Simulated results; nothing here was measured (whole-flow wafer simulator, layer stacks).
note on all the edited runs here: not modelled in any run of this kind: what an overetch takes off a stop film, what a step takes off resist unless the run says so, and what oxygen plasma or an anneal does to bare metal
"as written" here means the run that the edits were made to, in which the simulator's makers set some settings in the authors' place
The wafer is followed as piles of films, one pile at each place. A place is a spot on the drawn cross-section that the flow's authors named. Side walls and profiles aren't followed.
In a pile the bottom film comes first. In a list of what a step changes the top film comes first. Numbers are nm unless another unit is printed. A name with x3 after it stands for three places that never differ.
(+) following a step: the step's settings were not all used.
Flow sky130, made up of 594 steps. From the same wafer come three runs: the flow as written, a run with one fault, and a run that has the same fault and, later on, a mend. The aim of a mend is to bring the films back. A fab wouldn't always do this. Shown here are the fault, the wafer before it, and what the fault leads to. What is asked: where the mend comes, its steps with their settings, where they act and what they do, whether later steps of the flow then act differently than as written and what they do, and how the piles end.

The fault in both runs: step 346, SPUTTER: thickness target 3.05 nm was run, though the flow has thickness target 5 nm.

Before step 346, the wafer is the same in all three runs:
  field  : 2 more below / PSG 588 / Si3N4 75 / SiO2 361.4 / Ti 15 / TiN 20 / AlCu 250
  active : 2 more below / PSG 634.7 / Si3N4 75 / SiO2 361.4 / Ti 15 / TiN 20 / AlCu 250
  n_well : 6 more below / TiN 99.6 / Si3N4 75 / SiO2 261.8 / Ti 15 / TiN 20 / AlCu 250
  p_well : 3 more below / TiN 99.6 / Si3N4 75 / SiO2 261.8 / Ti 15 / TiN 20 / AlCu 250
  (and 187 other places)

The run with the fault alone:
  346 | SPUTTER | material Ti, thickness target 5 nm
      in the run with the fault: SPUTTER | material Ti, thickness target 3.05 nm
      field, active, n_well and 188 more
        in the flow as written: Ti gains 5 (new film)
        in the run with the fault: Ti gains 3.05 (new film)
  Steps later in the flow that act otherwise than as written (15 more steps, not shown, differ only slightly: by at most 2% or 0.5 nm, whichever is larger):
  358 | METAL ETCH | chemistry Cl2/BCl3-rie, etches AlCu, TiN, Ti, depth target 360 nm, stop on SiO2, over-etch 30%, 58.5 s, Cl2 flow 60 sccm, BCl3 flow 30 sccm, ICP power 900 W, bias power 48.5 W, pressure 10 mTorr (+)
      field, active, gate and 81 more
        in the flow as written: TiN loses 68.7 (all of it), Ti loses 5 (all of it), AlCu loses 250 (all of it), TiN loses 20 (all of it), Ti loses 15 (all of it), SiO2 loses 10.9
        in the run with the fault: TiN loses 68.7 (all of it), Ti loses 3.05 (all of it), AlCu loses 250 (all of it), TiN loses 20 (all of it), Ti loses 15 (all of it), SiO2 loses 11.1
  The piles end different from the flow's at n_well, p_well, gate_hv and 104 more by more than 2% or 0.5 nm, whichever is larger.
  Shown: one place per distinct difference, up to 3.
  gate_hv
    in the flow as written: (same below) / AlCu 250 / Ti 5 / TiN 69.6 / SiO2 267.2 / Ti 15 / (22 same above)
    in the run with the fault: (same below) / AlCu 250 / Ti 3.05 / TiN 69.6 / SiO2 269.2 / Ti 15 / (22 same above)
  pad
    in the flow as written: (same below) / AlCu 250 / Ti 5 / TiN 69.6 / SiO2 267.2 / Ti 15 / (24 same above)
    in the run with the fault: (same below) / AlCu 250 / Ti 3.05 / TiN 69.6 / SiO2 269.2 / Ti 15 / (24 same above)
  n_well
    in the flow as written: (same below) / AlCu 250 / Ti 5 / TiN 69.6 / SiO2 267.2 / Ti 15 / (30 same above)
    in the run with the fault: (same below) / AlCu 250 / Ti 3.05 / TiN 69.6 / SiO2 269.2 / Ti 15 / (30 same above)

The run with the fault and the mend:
  The mend stands after step 346.
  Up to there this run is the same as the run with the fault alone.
  346a | SPUTTER | material Ti, thickness target 1.95 nm (the flow's step 346, run once more with other settings)
      field, active, n_well and 188 more
        Ti gains 1.95
  Later steps of the flow that are run all act as written at every place that is followed.
  At every place that both follow, the piles at the end match the flow's.
